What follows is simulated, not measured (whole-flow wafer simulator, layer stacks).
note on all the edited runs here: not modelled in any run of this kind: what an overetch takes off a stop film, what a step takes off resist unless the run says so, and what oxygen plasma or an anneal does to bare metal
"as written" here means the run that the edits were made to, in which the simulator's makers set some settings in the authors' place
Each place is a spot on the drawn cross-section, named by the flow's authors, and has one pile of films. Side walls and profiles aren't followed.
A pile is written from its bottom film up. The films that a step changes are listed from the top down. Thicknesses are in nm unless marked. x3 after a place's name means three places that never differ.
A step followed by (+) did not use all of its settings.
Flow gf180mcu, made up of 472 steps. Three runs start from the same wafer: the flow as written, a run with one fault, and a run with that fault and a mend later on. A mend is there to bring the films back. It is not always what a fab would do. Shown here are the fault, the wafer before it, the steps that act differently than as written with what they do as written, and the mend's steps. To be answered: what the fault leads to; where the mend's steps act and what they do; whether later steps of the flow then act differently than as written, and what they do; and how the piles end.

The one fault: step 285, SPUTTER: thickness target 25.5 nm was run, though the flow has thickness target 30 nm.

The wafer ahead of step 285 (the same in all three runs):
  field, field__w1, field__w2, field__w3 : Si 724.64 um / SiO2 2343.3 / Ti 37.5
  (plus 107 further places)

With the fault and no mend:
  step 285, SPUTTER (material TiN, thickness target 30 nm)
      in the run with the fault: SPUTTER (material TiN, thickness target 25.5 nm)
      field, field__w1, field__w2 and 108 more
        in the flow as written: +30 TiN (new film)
        in the run with the fault: +25.5 TiN (new film)
  Steps later in the flow that act otherwise than as written (not shown: 1 more step that differs only slightly, by at most 2% or 0.5 nm, whichever is larger):
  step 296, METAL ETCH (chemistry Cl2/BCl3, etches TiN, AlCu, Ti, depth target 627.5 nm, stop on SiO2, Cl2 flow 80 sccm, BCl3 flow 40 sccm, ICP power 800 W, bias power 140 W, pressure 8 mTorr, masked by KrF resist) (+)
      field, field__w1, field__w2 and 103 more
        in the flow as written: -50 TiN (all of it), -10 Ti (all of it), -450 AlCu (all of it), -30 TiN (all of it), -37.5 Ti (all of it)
        in the run with the fault: -50 TiN (all of it), -10 Ti (all of it), -450 AlCu (all of it), -25.5 TiN (all of it), -37.5 Ti (all of it)
  The piles end different from the flow's at field__w8, contact, m1, m1__w1, m1_nw by more than 2% or 0.5 nm, whichever is larger.
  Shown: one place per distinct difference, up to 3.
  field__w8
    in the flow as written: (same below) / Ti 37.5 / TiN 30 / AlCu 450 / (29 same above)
    in the run with the fault: (same below) / Ti 37.5 / TiN 25.5 / AlCu 450 / (29 same above)
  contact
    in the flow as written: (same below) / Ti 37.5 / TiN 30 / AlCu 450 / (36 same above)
    in the run with the fault: (same below) / Ti 37.5 / TiN 25.5 / AlCu 450 / (36 same above)

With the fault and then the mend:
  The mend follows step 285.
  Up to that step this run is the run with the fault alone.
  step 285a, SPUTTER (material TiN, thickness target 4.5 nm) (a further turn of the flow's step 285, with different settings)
      field, field__w1, field__w2 and 108 more
        +4.5 TiN
  Every later step of the flow that is run acts as written at every place that is followed.
  At every place that both follow, the piles at the end match the flow's.
